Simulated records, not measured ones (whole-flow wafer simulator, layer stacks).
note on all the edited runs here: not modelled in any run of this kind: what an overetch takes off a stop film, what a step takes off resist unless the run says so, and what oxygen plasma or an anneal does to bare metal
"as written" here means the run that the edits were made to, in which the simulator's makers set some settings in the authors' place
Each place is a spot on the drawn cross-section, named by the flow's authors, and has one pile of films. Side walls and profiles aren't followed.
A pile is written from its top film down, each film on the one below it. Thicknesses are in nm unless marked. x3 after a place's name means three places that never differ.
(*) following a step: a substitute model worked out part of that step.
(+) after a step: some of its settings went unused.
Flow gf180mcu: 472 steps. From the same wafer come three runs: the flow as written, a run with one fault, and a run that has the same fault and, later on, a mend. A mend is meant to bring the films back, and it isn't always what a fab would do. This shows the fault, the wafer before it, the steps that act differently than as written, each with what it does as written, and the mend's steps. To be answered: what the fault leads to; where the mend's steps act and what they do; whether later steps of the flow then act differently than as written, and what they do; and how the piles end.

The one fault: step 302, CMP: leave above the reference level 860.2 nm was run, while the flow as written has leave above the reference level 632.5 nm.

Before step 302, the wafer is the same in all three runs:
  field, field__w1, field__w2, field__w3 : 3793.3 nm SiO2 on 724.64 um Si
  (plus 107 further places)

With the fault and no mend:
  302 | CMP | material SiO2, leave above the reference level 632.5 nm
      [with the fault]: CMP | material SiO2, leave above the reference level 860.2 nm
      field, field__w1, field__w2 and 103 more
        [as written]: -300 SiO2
        [with the fault]: -72.3 SiO2
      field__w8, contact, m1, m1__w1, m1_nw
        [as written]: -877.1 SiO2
        [with the fault]: -649.4 SiO2
  Steps later in the flow that act otherwise than as written:
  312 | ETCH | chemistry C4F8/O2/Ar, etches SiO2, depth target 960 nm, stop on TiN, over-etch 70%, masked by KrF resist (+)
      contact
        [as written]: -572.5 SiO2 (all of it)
        [with the fault]: -800.2 SiO2 (all of it)
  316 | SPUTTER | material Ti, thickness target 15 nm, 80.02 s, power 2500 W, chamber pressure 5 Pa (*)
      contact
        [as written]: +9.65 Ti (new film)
        [with the fault]: +8.46 Ti (new film)
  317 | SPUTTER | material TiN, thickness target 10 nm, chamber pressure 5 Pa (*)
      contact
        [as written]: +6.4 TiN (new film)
        [with the fault]: +5.61 TiN (new film)
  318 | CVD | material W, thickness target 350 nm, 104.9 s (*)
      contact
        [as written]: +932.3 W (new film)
        [with the fault]: +1162 W (new film)
  At field, field__w1, field__w2 and 109 more, the piles at the end differ from the flow's by more than 2% or 0.5 nm, whichever is larger.
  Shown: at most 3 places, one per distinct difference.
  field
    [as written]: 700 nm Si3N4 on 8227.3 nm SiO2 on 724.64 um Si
    [with the fault]: 700 nm Si3N4 on 8455 nm SiO2 on 724.64 um Si
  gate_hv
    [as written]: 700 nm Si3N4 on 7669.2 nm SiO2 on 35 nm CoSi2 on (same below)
    [with the fault]: 700 nm Si3N4 on 7896.9 nm SiO2 on 35 nm CoSi2 on (same below)
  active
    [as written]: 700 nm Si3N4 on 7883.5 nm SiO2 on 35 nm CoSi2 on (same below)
    [with the fault]: 700 nm Si3N4 on 8111.2 nm SiO2 on 35 nm CoSi2 on (same below)

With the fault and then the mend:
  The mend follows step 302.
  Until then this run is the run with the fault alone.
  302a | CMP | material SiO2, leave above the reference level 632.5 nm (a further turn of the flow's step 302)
      field, field__w1, field__w2 and 108 more
        -227.7 SiO2
  Every later step of the flow that is run acts as written at every place that is followed.
  At every place that both follow, the piles at the end match the flow's.
